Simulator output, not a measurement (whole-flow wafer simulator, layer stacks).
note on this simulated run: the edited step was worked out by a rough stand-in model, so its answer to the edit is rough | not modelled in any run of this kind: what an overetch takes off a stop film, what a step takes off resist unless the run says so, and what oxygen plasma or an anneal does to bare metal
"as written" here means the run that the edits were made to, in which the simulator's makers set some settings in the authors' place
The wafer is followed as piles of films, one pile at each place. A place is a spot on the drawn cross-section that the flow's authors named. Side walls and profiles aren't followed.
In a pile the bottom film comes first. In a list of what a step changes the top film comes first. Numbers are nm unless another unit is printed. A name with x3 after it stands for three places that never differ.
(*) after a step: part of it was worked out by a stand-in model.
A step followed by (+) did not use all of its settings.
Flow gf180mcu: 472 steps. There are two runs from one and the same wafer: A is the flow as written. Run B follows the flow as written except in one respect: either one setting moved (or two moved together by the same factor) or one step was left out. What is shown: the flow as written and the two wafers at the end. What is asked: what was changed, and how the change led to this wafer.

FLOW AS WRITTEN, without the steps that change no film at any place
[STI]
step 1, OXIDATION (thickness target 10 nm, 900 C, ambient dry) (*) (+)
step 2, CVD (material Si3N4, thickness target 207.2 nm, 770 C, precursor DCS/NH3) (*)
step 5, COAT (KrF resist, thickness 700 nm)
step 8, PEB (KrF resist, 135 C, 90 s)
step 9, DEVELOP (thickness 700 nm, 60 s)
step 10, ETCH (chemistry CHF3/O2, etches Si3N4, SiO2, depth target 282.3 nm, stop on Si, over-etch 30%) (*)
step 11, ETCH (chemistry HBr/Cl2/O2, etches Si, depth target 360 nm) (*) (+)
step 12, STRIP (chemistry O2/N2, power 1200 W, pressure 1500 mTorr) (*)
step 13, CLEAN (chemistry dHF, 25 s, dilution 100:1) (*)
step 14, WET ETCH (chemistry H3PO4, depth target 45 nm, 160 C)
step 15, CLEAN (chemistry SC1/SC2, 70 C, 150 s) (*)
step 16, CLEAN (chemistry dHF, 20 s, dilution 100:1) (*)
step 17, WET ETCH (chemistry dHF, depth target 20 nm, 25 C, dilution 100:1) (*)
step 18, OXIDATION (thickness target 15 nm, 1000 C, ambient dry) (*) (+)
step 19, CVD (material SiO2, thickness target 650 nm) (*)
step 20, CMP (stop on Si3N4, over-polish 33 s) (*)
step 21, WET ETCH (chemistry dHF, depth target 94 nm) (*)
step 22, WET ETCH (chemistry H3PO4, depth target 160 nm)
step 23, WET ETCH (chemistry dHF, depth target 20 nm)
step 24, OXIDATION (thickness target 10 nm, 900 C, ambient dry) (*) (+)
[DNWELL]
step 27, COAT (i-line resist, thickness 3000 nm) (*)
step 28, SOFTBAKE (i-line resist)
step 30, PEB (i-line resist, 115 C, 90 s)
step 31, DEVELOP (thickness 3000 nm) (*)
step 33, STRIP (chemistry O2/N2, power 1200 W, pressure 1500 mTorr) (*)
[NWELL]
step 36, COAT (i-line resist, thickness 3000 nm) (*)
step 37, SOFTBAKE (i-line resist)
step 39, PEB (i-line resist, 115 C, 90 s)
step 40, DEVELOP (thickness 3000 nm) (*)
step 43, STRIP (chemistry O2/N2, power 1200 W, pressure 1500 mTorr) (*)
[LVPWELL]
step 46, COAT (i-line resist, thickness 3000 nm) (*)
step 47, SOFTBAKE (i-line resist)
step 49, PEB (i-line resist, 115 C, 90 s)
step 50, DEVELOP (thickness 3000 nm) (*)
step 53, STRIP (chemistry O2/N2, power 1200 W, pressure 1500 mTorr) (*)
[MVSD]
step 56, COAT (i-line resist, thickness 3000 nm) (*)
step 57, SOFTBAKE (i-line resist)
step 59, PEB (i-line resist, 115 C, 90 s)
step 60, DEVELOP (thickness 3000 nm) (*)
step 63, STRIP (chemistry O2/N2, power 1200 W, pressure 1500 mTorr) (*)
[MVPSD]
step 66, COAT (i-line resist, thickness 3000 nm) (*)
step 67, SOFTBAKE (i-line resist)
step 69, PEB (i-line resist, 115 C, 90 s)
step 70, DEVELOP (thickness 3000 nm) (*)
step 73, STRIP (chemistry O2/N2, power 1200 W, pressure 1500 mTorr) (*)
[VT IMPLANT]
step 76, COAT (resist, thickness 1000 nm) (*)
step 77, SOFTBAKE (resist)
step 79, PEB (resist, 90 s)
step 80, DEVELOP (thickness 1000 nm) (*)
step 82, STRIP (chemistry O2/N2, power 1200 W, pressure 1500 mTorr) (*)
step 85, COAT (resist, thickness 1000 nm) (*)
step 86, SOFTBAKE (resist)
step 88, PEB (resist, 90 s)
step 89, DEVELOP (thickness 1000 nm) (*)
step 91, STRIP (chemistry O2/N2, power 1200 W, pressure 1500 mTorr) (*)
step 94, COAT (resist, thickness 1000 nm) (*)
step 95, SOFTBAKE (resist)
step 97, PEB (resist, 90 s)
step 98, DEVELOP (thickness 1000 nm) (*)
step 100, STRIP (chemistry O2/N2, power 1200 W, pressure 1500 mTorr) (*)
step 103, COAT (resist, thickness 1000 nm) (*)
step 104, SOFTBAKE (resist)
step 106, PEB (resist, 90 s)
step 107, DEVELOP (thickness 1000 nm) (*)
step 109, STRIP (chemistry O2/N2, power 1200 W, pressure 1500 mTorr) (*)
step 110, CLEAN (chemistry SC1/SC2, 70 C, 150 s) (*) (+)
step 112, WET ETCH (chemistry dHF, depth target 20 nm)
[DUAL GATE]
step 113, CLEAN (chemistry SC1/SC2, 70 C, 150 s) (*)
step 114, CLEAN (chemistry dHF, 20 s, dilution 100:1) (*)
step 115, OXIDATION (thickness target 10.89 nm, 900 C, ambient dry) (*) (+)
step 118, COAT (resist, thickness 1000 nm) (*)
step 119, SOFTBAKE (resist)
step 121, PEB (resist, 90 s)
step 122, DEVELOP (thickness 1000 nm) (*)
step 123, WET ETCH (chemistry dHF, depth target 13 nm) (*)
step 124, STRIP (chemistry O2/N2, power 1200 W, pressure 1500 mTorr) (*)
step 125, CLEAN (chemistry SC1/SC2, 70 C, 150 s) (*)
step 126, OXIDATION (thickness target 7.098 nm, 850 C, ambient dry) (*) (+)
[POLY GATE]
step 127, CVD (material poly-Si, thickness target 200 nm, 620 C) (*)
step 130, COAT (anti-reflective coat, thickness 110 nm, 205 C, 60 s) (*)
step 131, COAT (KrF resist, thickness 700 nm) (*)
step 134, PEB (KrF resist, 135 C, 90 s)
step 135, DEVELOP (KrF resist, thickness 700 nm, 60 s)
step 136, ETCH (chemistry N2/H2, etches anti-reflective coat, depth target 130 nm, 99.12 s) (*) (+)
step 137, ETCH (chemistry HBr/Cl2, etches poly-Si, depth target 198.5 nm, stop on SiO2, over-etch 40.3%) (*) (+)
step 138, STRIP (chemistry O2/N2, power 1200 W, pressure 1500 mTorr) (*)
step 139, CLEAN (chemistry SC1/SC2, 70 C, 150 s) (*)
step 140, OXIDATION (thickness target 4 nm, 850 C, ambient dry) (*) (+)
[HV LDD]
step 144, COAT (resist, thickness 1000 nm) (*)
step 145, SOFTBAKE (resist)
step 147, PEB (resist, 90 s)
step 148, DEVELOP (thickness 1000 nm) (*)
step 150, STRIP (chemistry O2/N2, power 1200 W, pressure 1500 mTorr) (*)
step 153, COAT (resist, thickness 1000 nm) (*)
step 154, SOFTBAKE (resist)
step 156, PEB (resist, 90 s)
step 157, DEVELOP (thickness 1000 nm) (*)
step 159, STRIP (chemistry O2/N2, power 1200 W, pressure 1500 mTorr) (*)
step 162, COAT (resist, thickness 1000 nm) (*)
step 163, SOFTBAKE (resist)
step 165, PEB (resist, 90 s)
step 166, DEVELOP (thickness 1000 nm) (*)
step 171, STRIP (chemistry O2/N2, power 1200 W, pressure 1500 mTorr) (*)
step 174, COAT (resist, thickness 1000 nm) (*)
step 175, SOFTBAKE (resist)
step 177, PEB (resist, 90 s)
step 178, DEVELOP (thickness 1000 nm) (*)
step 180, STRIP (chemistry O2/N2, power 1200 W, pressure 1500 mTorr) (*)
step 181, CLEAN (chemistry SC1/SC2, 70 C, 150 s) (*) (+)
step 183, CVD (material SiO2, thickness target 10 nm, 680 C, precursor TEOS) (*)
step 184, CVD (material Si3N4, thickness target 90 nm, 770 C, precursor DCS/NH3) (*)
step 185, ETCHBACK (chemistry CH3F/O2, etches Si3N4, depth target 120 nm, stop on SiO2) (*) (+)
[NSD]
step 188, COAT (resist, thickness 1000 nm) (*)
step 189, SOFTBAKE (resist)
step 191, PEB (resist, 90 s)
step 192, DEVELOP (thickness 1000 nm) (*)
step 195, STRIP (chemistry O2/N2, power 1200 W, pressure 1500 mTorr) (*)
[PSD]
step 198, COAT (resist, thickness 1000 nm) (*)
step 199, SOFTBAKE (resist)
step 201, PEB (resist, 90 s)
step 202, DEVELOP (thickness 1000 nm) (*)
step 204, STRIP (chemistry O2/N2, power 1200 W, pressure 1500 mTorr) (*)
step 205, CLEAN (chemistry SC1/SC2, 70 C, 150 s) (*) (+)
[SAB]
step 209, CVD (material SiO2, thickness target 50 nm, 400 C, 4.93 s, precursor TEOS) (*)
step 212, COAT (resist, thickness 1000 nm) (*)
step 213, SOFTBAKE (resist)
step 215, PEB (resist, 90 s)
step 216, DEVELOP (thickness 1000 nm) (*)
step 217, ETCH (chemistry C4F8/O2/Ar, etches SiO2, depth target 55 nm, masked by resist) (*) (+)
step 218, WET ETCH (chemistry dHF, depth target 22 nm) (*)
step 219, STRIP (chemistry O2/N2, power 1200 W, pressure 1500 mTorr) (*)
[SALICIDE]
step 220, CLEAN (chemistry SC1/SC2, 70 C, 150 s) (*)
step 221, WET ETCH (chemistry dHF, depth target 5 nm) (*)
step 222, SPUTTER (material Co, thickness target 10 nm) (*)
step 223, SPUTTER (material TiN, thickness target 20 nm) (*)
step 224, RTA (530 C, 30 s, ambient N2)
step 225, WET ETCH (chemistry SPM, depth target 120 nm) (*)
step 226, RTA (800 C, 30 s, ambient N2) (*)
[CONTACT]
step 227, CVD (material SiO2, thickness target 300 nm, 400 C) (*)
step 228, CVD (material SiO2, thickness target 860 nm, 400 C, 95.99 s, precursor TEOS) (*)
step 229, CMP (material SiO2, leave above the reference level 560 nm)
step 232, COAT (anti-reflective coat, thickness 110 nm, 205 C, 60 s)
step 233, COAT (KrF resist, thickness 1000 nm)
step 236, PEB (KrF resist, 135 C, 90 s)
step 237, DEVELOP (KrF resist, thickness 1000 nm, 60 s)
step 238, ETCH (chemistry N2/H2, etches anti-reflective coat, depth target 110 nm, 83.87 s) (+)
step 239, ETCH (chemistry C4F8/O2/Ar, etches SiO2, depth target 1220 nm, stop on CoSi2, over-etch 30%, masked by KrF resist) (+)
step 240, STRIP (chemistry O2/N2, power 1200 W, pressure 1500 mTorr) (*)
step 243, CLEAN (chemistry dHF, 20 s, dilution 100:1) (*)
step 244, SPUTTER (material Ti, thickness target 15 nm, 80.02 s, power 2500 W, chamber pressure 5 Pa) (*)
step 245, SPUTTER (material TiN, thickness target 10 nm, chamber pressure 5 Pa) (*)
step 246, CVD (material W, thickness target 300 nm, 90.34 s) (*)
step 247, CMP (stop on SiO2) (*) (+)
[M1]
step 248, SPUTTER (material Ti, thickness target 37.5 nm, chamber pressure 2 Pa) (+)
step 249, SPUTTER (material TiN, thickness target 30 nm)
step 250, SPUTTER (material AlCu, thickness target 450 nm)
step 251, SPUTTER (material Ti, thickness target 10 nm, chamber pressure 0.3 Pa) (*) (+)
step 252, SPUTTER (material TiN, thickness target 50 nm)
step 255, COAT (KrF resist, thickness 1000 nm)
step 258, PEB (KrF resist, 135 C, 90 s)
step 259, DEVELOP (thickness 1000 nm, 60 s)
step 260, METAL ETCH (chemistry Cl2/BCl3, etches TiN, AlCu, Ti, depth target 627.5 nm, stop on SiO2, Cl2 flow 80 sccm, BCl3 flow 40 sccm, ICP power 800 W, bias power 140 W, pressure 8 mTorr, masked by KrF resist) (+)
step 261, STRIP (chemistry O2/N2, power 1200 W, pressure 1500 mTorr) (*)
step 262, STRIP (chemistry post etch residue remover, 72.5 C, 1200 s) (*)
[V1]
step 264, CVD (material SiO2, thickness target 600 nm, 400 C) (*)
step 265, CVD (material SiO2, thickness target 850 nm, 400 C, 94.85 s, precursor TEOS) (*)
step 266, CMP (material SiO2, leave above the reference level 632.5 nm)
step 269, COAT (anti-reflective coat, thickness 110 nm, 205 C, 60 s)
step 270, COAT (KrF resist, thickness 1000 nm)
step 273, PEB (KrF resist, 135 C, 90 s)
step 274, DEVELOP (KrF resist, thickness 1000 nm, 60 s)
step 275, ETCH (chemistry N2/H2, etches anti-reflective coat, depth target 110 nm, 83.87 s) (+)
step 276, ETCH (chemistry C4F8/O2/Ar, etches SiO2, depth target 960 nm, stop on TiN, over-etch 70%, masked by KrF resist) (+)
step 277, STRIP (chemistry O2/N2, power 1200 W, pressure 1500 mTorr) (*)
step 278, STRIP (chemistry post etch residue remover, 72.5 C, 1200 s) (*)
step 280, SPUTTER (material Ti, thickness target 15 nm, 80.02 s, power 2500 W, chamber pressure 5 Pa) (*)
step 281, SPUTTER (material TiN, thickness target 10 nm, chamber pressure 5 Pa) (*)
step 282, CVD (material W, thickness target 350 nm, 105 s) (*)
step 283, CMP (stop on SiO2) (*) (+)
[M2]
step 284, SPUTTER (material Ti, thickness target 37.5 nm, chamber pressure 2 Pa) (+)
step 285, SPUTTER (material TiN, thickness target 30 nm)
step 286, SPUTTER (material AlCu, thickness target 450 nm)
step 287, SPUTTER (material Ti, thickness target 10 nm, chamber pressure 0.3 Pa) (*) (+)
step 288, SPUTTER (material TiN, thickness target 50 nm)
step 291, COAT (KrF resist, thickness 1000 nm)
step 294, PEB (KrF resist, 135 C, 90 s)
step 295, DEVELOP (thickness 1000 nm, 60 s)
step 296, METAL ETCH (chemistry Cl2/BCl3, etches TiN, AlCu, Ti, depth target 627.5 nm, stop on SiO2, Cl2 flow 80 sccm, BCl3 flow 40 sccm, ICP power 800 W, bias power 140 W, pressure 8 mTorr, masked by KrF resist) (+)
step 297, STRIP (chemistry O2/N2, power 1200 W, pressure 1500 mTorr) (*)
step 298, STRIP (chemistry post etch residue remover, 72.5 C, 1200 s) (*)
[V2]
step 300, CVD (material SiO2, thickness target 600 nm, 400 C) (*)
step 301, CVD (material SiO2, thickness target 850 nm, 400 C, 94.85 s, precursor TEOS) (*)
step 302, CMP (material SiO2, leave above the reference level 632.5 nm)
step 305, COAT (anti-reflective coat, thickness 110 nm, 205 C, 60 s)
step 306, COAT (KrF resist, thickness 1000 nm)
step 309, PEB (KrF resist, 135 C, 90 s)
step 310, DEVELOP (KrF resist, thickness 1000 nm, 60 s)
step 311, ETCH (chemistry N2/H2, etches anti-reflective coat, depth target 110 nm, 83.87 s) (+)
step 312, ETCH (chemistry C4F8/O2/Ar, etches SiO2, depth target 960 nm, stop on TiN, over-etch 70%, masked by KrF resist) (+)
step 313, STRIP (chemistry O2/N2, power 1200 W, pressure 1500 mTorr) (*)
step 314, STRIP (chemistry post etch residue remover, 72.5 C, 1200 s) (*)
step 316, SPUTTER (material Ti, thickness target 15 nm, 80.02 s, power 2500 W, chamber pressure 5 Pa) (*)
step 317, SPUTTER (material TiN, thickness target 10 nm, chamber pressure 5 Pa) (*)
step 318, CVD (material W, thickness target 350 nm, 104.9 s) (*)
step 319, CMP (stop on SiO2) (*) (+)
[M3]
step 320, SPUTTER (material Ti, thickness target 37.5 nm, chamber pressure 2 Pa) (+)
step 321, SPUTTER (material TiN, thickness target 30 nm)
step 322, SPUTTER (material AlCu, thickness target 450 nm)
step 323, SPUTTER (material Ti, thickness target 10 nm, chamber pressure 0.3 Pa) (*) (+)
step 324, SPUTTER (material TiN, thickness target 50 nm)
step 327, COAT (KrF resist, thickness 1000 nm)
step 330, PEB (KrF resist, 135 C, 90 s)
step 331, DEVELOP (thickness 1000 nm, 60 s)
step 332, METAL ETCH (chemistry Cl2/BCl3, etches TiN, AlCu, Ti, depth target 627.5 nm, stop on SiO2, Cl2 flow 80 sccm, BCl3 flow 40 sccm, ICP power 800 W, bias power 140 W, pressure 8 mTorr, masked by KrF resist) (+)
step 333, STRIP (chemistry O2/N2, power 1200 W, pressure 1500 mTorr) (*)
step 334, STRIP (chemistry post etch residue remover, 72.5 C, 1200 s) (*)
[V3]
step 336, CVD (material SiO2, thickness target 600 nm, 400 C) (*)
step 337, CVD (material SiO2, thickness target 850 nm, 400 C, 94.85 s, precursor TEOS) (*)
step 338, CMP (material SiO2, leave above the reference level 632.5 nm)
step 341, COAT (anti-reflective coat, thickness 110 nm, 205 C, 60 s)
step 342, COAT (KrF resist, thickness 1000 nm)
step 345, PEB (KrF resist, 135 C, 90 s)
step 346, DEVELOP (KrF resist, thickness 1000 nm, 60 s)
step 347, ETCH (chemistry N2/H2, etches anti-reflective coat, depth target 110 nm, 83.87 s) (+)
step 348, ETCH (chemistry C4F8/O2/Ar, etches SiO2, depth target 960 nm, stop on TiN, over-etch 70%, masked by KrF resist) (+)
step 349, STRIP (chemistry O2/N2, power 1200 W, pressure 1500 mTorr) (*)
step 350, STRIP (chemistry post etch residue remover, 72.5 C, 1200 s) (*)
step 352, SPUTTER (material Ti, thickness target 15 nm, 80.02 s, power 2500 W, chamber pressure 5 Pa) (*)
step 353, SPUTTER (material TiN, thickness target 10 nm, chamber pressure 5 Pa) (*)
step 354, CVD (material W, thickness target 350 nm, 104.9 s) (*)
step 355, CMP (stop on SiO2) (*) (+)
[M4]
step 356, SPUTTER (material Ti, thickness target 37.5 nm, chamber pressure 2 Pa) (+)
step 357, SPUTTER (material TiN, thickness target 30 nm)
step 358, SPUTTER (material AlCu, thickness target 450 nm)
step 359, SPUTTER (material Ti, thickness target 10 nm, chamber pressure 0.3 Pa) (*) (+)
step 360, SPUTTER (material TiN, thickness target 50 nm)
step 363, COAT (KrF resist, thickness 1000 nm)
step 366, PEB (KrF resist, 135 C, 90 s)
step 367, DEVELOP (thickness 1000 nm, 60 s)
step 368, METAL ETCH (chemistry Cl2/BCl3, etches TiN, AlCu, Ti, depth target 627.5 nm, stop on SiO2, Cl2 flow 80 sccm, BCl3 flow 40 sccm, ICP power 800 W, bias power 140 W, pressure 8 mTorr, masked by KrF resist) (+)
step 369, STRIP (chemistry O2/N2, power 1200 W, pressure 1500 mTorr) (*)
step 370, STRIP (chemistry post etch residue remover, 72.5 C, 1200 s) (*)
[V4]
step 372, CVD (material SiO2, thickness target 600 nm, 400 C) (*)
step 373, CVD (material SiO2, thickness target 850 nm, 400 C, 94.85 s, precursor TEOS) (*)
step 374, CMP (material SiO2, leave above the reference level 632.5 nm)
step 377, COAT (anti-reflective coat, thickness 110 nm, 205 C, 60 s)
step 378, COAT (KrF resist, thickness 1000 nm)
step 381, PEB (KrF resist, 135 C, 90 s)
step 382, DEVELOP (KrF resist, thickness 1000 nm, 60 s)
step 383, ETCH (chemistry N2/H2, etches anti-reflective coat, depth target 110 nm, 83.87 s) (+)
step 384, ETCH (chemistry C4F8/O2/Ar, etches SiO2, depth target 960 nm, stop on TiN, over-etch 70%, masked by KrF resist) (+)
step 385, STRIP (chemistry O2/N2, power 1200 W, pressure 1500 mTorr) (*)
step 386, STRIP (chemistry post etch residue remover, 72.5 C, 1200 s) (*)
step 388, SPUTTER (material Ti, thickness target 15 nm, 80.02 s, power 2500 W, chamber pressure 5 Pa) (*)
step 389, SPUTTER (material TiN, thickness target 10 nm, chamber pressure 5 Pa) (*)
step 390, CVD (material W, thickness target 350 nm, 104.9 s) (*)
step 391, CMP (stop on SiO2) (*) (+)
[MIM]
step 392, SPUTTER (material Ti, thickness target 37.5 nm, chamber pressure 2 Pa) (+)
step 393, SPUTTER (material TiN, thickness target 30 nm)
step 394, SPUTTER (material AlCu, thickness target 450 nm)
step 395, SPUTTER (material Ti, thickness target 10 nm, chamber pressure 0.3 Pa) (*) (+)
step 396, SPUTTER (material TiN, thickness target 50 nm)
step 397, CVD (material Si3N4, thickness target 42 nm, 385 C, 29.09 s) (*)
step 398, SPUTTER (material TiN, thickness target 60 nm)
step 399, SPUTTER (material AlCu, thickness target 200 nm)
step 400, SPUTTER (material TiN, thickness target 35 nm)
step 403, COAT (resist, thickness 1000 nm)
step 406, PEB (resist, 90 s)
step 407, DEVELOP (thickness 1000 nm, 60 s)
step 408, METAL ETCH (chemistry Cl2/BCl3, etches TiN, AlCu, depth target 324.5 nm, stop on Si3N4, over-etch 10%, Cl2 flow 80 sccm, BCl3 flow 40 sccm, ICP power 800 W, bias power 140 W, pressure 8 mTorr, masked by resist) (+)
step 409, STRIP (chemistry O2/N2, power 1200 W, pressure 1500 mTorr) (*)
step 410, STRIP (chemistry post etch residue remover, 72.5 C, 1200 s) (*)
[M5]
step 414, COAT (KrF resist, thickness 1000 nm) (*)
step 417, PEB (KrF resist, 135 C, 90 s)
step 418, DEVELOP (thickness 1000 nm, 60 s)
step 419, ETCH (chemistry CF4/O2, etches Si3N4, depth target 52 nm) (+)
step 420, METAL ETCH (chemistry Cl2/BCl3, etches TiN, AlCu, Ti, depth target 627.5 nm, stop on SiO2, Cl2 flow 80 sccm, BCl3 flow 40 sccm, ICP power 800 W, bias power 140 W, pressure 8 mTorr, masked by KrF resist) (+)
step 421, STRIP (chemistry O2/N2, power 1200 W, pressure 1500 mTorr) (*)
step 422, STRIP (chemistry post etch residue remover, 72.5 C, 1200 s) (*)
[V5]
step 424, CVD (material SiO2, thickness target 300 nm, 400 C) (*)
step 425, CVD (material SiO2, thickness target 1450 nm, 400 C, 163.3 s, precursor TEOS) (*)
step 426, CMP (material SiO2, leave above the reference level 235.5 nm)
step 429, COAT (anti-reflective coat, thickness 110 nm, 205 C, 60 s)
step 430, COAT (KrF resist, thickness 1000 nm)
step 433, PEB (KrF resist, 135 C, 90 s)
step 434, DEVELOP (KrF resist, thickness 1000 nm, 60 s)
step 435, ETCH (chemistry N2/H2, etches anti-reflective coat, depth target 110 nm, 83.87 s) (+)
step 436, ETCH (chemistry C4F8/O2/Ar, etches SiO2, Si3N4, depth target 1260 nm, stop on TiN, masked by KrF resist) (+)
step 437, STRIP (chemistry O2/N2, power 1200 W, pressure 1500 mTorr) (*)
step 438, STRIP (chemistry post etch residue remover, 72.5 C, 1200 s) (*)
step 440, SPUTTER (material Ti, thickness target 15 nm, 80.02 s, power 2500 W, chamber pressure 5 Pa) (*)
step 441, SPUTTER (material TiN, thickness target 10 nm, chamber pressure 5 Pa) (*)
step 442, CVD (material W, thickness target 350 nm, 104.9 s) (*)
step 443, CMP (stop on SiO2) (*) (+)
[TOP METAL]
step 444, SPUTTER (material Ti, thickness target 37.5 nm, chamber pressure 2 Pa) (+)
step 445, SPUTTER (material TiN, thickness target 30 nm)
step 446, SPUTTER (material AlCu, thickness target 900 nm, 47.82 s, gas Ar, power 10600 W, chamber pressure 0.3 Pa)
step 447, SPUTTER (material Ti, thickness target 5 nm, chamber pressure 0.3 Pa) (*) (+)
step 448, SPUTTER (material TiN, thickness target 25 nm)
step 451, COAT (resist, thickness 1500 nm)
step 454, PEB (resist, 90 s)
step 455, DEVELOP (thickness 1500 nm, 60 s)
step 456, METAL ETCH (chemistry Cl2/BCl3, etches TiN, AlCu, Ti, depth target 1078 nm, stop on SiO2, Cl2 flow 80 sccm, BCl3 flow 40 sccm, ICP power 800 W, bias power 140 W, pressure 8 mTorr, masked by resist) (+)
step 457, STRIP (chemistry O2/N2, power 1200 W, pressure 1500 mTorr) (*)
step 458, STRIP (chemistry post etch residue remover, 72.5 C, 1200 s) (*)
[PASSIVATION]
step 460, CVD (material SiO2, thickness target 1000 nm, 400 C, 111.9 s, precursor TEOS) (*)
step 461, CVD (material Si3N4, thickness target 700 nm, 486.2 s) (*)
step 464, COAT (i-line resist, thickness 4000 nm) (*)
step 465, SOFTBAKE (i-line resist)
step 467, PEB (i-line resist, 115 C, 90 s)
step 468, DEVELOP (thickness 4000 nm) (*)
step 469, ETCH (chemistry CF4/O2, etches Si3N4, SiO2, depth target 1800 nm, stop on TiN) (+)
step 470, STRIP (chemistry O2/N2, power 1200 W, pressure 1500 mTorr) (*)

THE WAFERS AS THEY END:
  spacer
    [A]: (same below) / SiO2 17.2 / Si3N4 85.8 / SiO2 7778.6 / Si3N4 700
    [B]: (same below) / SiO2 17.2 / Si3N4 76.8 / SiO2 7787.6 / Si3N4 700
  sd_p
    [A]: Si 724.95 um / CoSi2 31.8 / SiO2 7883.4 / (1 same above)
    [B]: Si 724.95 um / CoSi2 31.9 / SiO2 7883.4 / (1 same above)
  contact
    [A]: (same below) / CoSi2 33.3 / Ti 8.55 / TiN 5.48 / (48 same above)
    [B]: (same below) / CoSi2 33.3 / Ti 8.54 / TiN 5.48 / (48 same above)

The reason: step 184, CVD: thickness target 81 nm was run, whereas the flow has thickness target 90 nm.

How this came from the change, step by step:
  step 184, CVD (material Si3N4, thickness target 90 nm, 770 C, precursor DCS/NH3) (*)
      field, field__w1, field__w2 and 101 more: A Si3N4 gains 90 (new film) | B Si3N4 gains 81 (new film)
  step 185, ETCHBACK (chemistry CH3F/O2, etches Si3N4, depth target 120 nm, stop on SiO2) (*) (+)
      field, field__w1, field__w2 and 100 more: A Si3N4 loses 90 (all of it), SiO2 loses 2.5 | B Si3N4 loses 81 (all of it), SiO2 loses 3.25
  step 189, SOFTBAKE (resist)
      field: A resist gains 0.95 | B nothing
  step 199, SOFTBAKE (resist)
      field: A resist gains 0.95 | B nothing
  step 218, WET ETCH (chemistry dHF, depth target 22 nm) (*)
      gate, gate_hv, gate_p and 23 more: A SiO2 loses 5.48 (all of it) | B SiO2 loses 4.73 (all of it)
      active, p_well, sd_n, iso_ptap_pw, iso_ntap_nw, iso_ptap_sub, vpnp_e: A SiO2 loses 9.01 (all of it) | B SiO2 loses 8.26 (all of it)
      (and at 16 other places as well)
  step 223, SPUTTER (material TiN, thickness target 20 nm) (*)
      field__w3: A TiN gains 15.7 (new film) | B TiN gains 16.3 (new film)
  step 225, WET ETCH (chemistry SPM, depth target 120 nm) (*)
      field__w3: A TiN loses 15.7 (all of it), Co loses 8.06 (all of it) | B TiN loses 16.3 (all of it), Co loses 8.31 (all of it)
  step 226, RTA (800 C, 30 s, ambient N2) (*)
      ld_drn_p: A CoSi2 gains 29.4 (new film), CoSi loses 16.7 (all of it), Si loses 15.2 | B CoSi2 gains 30.1 (new film), CoSi loses 17.1 (all of it), Si loses 15.6
  step 229, CMP (material SiO2, leave above the reference level 560 nm)
      spacer: A SiO2 loses 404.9 | B SiO2 loses 395.9
